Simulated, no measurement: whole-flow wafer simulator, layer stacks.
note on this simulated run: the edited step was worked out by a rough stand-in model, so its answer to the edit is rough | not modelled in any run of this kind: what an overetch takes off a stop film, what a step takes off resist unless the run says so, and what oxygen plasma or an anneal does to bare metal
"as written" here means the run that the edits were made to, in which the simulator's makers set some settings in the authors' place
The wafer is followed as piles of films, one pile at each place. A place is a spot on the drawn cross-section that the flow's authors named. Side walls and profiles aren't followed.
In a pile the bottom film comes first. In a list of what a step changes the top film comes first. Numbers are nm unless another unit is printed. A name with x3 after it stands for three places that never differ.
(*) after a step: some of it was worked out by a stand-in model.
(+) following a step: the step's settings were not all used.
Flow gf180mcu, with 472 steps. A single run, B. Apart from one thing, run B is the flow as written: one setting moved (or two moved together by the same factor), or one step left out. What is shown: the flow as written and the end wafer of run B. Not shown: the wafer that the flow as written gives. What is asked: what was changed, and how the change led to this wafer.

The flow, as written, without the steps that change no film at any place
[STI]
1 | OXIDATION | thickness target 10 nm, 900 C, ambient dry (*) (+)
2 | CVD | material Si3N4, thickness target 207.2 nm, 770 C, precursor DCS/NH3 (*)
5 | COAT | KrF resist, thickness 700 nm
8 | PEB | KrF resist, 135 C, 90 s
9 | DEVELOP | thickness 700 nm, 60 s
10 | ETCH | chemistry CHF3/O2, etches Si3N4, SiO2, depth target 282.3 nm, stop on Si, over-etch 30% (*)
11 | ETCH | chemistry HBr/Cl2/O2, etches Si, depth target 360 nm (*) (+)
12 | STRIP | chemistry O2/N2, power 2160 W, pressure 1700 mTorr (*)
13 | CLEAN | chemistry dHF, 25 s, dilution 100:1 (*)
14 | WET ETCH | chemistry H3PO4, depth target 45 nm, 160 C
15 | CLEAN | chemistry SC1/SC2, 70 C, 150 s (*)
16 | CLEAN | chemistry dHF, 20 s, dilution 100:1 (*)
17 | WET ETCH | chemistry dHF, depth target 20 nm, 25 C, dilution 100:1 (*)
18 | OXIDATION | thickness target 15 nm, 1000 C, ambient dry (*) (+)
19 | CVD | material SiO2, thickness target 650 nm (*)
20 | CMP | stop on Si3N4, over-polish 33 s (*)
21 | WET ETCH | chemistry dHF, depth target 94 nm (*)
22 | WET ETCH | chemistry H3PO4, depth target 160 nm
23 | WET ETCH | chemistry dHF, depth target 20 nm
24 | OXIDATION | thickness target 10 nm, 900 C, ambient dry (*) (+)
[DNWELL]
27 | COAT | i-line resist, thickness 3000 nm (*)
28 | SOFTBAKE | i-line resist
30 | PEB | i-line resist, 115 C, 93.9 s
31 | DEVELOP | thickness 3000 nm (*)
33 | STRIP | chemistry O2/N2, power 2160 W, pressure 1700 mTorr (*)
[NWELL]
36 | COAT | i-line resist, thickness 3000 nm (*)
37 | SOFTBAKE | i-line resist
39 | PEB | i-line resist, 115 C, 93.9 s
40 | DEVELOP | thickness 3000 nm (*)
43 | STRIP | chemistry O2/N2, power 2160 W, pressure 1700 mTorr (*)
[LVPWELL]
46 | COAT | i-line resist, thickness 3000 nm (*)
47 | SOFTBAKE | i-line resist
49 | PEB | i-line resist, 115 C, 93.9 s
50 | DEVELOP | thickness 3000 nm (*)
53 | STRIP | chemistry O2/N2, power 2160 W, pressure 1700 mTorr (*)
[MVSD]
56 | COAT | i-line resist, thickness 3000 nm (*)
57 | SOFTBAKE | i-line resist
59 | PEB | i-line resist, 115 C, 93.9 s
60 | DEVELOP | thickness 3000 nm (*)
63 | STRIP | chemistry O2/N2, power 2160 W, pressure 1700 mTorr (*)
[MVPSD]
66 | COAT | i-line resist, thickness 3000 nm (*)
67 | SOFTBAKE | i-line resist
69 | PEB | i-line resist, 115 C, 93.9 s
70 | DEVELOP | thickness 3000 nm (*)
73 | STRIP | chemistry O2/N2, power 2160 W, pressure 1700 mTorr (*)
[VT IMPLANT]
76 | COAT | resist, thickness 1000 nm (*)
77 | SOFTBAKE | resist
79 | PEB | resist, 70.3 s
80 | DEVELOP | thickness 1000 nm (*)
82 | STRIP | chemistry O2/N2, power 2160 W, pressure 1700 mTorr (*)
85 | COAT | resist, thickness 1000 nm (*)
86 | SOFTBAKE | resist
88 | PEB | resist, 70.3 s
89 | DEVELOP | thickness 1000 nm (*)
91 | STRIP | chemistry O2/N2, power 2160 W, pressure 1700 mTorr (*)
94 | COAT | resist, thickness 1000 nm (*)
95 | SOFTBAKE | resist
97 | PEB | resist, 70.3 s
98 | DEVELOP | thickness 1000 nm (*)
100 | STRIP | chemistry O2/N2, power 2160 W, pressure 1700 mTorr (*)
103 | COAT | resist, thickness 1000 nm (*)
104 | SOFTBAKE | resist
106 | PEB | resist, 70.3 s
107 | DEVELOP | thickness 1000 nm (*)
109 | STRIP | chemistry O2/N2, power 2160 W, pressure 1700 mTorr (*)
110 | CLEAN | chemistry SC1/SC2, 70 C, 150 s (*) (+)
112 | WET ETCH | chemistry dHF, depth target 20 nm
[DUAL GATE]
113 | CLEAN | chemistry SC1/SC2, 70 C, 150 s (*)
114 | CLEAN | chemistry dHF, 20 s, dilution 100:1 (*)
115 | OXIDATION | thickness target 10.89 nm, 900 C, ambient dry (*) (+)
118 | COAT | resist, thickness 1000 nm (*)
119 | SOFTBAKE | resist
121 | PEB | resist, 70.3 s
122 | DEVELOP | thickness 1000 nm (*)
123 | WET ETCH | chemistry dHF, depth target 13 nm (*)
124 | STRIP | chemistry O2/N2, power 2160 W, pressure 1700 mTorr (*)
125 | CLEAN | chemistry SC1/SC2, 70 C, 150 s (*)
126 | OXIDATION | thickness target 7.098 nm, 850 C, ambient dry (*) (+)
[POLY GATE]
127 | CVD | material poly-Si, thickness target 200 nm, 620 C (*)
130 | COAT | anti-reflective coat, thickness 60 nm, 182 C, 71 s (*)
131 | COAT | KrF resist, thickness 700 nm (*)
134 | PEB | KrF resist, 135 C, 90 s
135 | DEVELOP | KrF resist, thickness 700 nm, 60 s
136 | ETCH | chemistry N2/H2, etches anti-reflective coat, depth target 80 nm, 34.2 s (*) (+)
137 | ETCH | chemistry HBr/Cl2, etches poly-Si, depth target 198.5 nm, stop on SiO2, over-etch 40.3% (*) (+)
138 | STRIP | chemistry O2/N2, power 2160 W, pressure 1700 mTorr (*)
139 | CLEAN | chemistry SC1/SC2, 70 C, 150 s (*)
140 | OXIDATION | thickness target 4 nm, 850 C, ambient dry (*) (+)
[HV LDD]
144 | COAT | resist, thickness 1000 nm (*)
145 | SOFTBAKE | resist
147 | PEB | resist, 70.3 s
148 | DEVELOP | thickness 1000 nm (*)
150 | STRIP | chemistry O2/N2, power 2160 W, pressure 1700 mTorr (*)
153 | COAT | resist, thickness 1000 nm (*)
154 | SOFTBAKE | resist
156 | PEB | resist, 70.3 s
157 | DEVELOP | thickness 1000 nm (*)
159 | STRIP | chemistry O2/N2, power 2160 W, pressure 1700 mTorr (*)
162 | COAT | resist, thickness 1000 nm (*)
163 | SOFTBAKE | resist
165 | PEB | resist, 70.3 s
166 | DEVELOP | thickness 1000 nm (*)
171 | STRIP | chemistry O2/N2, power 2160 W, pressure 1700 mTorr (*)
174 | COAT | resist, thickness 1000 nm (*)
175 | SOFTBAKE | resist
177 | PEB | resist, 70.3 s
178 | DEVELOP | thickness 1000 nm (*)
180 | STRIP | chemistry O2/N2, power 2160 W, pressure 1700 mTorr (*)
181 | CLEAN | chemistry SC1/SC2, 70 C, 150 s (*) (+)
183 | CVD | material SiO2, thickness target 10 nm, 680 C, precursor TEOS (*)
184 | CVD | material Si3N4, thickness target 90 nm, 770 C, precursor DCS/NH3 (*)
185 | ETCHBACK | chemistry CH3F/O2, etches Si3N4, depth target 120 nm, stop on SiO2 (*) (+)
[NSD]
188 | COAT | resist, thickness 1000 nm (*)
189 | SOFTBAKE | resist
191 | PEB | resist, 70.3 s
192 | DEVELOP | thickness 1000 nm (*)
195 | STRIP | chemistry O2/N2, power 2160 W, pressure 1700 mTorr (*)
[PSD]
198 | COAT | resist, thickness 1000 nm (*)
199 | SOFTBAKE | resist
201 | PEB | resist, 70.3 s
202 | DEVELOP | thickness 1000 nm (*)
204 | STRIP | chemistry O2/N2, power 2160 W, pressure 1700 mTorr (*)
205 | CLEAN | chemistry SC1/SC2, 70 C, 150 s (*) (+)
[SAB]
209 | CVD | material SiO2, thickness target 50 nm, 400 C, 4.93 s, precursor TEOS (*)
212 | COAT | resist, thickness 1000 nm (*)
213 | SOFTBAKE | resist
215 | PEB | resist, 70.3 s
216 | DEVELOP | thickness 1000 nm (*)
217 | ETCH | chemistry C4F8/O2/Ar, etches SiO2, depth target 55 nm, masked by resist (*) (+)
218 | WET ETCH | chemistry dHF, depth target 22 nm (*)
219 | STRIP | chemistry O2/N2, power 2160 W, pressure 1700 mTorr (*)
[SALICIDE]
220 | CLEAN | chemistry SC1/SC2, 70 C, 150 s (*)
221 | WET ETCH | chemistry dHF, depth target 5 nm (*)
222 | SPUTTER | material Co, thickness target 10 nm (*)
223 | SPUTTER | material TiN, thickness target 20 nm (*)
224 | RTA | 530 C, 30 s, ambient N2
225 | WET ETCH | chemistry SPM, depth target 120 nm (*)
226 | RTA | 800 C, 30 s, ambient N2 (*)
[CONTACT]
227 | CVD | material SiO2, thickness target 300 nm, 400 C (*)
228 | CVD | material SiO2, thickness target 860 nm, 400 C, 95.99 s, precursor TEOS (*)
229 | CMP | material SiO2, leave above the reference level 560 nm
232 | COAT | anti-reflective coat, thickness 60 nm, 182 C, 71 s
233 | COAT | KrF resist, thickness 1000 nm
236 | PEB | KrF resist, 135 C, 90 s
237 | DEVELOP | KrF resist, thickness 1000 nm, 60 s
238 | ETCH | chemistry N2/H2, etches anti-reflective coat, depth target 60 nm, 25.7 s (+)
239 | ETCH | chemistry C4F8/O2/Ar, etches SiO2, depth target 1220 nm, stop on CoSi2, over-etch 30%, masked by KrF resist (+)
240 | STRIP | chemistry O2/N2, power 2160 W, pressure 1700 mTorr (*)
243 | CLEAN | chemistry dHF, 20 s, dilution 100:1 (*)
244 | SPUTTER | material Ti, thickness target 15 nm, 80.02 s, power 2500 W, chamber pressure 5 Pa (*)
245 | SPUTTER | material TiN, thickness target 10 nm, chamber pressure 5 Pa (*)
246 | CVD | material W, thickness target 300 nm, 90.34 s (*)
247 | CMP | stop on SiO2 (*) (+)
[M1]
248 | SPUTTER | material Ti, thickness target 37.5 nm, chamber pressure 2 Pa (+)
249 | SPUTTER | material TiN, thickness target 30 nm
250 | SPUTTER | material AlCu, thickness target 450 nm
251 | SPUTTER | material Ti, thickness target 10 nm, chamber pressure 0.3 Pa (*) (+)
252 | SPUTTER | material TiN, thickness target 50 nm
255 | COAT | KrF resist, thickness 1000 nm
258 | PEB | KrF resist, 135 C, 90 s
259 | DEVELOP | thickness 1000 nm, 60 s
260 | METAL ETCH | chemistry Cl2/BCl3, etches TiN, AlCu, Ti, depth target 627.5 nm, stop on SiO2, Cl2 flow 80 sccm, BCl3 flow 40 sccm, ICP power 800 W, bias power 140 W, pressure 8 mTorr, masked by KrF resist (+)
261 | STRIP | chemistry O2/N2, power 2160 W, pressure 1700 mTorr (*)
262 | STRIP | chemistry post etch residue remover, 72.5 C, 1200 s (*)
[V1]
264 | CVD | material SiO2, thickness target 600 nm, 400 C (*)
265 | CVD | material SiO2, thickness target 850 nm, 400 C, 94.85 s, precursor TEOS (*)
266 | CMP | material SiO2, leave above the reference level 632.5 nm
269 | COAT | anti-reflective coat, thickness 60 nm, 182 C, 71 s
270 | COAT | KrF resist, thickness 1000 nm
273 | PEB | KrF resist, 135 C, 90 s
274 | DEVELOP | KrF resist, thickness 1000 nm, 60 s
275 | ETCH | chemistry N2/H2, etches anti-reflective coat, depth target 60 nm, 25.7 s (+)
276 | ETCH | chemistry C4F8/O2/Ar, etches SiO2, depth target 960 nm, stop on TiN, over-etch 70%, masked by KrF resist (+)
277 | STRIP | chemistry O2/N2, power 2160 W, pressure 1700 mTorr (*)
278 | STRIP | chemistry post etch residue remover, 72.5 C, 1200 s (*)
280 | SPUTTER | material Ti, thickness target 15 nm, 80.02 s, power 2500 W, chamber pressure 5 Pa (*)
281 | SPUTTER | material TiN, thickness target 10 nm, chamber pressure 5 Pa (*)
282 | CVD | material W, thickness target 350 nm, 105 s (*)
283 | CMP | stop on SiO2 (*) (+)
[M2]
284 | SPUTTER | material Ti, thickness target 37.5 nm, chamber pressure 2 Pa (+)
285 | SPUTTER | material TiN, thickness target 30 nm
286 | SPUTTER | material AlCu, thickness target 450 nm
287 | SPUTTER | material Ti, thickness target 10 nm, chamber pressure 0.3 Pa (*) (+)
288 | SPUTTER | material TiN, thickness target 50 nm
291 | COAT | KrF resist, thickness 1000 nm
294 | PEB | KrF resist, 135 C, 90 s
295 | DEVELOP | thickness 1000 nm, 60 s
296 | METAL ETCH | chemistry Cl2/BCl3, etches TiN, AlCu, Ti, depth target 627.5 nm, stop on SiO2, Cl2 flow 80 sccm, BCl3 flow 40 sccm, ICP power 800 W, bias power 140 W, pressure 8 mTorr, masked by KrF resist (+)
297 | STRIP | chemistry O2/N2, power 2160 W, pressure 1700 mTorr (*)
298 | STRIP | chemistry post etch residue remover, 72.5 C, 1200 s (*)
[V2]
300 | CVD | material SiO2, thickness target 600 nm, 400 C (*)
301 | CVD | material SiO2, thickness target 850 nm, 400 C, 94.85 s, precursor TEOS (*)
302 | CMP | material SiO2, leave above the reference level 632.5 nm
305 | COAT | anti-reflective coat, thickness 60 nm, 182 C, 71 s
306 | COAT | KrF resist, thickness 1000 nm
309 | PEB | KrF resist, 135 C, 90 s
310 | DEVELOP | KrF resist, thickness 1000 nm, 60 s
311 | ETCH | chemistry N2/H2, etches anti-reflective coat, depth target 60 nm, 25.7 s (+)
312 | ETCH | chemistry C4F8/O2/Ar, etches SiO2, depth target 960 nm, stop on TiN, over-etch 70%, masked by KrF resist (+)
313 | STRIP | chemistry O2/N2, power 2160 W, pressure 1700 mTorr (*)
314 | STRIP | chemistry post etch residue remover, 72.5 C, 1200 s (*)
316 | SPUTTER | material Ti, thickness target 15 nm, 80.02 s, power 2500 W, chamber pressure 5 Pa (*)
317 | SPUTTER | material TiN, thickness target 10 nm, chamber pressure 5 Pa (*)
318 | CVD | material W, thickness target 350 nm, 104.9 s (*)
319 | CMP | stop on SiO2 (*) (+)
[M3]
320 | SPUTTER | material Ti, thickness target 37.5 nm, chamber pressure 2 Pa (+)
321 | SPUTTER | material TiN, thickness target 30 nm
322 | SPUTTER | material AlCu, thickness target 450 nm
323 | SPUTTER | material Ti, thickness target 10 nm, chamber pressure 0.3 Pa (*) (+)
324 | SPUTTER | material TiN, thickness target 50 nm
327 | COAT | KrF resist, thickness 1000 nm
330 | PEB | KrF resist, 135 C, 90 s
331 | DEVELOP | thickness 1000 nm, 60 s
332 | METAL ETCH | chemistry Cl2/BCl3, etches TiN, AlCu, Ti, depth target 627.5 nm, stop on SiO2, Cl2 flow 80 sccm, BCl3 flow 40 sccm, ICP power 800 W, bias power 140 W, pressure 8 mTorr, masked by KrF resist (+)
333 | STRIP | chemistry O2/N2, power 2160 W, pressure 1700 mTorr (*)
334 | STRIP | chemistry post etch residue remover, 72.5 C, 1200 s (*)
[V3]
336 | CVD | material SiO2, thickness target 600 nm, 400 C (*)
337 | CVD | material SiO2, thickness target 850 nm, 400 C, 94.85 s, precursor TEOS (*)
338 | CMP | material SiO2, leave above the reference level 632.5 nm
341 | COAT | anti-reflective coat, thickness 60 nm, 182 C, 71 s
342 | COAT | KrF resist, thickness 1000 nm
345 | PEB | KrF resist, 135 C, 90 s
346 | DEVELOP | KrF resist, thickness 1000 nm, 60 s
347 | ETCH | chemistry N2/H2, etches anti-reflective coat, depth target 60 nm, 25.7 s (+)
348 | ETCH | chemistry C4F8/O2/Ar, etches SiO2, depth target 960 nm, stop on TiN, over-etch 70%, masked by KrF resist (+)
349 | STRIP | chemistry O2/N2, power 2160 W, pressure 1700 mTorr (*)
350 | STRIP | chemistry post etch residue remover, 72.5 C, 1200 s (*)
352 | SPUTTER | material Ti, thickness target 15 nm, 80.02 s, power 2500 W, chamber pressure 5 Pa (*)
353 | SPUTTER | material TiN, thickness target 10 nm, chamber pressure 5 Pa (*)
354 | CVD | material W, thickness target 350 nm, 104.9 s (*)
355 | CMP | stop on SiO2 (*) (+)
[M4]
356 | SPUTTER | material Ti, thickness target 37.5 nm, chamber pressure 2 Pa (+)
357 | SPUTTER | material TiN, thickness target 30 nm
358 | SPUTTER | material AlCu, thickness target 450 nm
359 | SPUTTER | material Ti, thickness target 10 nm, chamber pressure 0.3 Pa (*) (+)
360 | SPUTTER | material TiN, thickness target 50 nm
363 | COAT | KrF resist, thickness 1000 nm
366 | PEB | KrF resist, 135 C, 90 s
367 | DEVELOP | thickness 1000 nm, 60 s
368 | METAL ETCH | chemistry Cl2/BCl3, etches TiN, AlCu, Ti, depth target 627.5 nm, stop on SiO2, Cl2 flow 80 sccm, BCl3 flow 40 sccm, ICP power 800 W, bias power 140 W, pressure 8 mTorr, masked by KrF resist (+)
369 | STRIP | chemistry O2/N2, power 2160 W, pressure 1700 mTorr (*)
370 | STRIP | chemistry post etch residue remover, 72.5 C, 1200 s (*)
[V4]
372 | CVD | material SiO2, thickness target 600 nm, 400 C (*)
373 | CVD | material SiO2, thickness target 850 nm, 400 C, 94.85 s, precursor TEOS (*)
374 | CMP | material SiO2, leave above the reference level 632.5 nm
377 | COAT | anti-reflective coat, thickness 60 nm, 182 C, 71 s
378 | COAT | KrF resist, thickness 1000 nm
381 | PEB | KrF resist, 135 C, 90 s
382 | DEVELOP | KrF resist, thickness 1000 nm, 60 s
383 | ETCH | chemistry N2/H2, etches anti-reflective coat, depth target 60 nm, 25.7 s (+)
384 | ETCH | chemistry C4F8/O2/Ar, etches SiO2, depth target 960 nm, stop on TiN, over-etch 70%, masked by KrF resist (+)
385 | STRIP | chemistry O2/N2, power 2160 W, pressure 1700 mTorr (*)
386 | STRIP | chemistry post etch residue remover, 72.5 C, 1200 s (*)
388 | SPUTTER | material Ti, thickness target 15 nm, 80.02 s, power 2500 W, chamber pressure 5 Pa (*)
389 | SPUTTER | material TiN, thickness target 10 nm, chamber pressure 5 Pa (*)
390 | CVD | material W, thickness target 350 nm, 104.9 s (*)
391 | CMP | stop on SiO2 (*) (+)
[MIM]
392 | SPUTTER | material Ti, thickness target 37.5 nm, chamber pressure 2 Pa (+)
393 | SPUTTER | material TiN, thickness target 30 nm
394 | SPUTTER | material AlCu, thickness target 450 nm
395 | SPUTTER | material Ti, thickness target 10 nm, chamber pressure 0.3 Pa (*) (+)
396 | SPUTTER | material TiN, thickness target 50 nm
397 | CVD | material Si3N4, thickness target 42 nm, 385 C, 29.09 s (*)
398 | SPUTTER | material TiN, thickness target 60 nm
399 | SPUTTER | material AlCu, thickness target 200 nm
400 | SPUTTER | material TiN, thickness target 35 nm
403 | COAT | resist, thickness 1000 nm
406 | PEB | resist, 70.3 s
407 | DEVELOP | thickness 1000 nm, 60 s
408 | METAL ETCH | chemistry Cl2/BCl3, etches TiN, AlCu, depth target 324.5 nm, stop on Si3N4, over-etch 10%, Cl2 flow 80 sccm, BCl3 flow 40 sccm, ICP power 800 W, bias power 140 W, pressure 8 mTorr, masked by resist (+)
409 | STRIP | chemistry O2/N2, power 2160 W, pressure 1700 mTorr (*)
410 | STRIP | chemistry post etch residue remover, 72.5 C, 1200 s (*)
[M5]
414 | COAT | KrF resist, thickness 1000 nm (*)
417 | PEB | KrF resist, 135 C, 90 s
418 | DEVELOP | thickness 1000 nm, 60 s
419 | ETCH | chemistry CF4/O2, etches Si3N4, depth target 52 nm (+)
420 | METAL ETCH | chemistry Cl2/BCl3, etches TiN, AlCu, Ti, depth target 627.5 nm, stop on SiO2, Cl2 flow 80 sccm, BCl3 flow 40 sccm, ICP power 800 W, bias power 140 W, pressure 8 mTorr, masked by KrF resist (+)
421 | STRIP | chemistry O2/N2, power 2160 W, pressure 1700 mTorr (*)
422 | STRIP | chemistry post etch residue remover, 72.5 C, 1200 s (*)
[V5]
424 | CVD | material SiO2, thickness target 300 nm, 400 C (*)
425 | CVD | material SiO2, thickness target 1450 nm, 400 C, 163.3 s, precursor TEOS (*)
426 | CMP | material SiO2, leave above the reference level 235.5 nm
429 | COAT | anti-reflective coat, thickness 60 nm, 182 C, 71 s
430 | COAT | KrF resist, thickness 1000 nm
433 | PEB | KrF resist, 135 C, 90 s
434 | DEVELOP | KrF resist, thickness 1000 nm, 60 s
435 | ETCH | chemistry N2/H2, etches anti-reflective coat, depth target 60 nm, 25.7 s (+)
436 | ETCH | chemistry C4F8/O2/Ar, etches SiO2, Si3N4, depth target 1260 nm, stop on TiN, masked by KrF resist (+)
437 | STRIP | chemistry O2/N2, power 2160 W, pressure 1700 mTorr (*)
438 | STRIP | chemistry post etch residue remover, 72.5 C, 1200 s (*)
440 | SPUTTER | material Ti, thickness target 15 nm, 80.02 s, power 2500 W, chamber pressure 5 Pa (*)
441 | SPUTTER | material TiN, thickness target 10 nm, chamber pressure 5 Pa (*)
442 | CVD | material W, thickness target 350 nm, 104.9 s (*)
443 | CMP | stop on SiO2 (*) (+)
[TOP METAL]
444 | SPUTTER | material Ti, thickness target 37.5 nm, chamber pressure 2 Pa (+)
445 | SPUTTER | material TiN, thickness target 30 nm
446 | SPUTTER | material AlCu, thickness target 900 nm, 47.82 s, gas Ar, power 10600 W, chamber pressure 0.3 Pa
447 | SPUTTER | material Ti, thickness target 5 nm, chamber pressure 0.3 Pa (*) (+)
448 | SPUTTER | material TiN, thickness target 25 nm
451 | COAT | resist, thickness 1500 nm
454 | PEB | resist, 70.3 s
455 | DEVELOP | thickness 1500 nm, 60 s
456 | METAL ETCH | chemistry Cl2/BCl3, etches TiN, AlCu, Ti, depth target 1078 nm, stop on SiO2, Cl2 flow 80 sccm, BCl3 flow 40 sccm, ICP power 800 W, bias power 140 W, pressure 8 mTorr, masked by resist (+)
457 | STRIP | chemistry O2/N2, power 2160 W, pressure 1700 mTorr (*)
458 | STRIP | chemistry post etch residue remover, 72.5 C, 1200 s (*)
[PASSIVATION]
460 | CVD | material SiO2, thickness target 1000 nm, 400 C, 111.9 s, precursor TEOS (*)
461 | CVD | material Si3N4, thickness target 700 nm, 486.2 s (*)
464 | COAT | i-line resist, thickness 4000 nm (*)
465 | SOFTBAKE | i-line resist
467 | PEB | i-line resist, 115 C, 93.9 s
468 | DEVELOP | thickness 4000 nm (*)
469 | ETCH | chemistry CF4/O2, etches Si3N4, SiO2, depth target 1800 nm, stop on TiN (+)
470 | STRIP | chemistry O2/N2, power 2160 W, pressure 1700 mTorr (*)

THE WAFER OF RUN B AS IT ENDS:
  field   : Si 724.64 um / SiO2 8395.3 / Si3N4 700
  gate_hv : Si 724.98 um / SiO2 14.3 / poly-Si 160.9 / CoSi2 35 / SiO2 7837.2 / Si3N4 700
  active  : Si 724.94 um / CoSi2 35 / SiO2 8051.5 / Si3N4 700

Cause: step 424, CVD: thickness target 468 nm was run, though the flow has thickness target 300 nm.

The path from the change to this, step by step:
  424 | CVD | material SiO2, thickness target 300 nm, 400 C (*)
      field, field__w1, field__w2 and 101 more: SiO2 gains 468 (it would be, as written: SiO2 gains 300)
      field__w4, field__w8, contact, m1, m1__w1, mim, mim_1p0, m1_nw: SiO2 gains 468 (new film) (it would be, as written: SiO2 gains 300 (new film))
  436 | ETCH | chemistry C4F8/O2/Ar, etches SiO2, Si3N4, depth target 1260 nm, stop on TiN, masked by KrF resist (+)
      contact: SiO2 loses 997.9 (all of it), Si3N4 loses 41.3 (all of it) (it would be, as written: SiO2 loses 829.9 (all of it), Si3N4 loses 41.3 (all of it))
  440 | SPUTTER | material Ti, thickness target 15 nm, 80.02 s, power 2500 W, chamber pressure 5 Pa (*)
      contact: Ti gains 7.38 (new film) (it would be, as written: Ti gains 8.12 (new film))
  442 | CVD | material W, thickness target 350 nm, 104.9 s (*)
      contact: W gains 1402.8 (new film) (it would be, as written: W gains 1233.6 (new film))
